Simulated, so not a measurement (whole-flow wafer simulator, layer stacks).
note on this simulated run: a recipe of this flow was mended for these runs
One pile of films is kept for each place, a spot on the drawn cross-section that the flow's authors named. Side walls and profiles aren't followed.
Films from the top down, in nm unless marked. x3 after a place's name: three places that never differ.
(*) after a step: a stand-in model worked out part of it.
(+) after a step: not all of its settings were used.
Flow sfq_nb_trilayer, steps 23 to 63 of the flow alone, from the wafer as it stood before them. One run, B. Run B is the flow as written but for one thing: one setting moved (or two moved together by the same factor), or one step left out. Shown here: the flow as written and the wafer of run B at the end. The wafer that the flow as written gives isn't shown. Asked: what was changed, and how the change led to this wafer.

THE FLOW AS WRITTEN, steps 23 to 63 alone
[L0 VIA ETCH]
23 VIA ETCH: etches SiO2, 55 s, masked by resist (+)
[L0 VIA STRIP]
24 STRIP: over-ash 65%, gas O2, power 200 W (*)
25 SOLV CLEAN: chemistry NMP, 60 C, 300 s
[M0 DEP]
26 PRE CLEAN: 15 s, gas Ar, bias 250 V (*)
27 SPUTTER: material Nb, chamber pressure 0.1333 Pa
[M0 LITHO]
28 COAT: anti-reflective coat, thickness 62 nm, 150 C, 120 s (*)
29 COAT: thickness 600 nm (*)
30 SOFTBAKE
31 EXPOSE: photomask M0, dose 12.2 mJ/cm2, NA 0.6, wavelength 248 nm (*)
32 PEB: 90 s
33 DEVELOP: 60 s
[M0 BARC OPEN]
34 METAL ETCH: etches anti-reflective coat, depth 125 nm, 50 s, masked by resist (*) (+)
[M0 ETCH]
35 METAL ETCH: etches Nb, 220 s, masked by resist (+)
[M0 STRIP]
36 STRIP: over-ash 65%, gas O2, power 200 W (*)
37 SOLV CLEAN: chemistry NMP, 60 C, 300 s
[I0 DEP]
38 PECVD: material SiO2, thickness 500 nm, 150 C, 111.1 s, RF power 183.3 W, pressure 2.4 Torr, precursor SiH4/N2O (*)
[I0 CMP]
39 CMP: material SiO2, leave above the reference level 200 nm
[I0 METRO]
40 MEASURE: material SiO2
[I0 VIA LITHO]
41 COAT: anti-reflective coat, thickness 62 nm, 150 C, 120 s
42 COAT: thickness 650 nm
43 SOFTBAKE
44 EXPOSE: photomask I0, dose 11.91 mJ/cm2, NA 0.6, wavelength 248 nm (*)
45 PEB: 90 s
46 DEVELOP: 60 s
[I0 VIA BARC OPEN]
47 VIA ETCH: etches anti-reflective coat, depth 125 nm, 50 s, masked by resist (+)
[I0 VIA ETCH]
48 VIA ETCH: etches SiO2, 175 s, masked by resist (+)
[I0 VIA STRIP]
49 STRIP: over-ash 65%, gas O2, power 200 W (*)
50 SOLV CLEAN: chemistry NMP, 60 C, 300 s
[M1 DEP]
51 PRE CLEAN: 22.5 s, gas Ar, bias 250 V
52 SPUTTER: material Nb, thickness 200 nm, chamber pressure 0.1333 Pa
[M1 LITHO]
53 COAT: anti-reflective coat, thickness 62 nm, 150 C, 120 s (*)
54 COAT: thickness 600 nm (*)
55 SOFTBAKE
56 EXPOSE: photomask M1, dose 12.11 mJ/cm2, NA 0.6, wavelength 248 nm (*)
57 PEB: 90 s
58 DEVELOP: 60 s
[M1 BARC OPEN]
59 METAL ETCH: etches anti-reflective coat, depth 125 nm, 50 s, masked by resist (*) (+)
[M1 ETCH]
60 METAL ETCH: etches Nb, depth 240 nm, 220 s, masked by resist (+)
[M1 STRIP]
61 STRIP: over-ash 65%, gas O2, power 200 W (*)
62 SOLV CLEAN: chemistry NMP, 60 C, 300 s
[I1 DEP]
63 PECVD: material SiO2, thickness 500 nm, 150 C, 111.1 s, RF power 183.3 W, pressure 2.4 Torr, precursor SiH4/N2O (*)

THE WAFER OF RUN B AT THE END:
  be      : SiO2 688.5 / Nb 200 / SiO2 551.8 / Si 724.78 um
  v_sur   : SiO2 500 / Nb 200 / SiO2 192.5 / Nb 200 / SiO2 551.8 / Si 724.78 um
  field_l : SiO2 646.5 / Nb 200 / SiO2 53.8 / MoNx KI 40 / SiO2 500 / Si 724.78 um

The cause: step 26, PRE CLEAN: bias 338 V was run, where the flow has bias 250 V.

How the change led to this, step by step:
  26 PRE CLEAN: 15 s, gas Ar, bias 250 V (*)
      field_l, v_sur, via_wl and 102 more: SiO2 -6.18 (as written it would be: SiO2 -5)
      l0v: MoNx KI -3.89 (as written it would be: MoNx KI -2.91)
